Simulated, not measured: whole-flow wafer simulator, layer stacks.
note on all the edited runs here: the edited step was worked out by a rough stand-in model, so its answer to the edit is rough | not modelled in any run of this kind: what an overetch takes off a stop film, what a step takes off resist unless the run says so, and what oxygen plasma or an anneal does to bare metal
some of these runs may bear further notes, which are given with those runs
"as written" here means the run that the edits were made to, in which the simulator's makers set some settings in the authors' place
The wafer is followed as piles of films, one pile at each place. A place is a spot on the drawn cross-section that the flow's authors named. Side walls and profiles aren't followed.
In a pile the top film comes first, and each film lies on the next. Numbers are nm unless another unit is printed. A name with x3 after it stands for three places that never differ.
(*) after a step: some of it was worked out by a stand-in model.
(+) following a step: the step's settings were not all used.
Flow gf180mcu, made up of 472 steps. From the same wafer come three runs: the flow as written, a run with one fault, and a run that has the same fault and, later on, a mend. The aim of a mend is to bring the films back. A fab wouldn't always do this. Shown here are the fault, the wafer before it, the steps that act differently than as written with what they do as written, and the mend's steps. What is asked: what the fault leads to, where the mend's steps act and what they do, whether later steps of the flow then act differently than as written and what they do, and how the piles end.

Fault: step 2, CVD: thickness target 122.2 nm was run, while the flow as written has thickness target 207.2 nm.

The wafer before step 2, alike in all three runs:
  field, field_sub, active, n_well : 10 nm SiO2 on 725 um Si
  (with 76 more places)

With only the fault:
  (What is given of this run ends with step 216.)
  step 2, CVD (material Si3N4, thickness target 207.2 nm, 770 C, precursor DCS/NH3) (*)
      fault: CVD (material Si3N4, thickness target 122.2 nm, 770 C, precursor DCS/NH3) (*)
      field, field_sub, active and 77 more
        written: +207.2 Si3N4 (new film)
        fault: +122.2 Si3N4 (new film)
  Steps further on in the flow that do not act as written (not shown: 8 more steps that differ only slightly, by at most 2% or 0.5 nm, whichever is larger):
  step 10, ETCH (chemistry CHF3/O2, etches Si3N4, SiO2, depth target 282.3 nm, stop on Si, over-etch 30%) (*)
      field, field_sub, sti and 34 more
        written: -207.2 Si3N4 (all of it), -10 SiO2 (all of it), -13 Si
        fault: -122.2 Si3N4 (all of it), -10 SiO2 (all of it), -30 Si
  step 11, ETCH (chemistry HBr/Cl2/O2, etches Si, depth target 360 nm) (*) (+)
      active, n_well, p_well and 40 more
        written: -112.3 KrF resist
        fault: -106.7 KrF resist
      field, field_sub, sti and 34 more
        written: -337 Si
        fault: -320 Si
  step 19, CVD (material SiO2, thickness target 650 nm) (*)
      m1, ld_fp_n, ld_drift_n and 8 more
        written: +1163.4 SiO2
        fault: +1078.4 SiO2
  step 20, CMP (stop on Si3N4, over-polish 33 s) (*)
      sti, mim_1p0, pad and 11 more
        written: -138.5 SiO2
        fault: -223.4 SiO2
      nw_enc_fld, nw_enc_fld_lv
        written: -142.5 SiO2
        fault: -227.4 SiO2
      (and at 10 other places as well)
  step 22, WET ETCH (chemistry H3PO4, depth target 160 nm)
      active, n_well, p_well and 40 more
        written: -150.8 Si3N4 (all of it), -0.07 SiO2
        fault: -65.8 Si3N4 (all of it), -0.74 SiO2
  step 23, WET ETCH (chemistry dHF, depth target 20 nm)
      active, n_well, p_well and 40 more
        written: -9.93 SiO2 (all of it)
        fault: -9.26 SiO2 (all of it)
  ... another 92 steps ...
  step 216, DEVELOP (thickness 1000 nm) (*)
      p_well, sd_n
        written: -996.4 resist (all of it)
        fault: -913.8 resist (all of it)
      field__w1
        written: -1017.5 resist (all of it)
        fault: -1057.8 resist (all of it)
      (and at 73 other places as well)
  Once step 216 is done, the piles at field, field__w1, field__w2 and 68 more depart from the flow's by more than 2% or 0.5 nm, whichever is larger.
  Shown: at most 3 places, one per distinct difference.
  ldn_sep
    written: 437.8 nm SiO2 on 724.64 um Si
    fault: 353.5 nm SiO2 on 724.63 um Si
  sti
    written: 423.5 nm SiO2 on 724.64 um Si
    fault: 339.2 nm SiO2 on 724.63 um Si
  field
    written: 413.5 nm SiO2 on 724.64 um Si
    fault: 329.3 nm SiO2 on 724.63 um Si

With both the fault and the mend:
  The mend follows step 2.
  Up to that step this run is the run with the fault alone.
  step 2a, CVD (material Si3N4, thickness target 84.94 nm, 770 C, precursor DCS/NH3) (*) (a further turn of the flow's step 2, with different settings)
      field, field_sub, active and 77 more
        +84.9 Si3N4
  None of the later steps of the flow acts differently than as written at any place that is followed.
  By the end, the piles equal the flow's at every place that both follow.
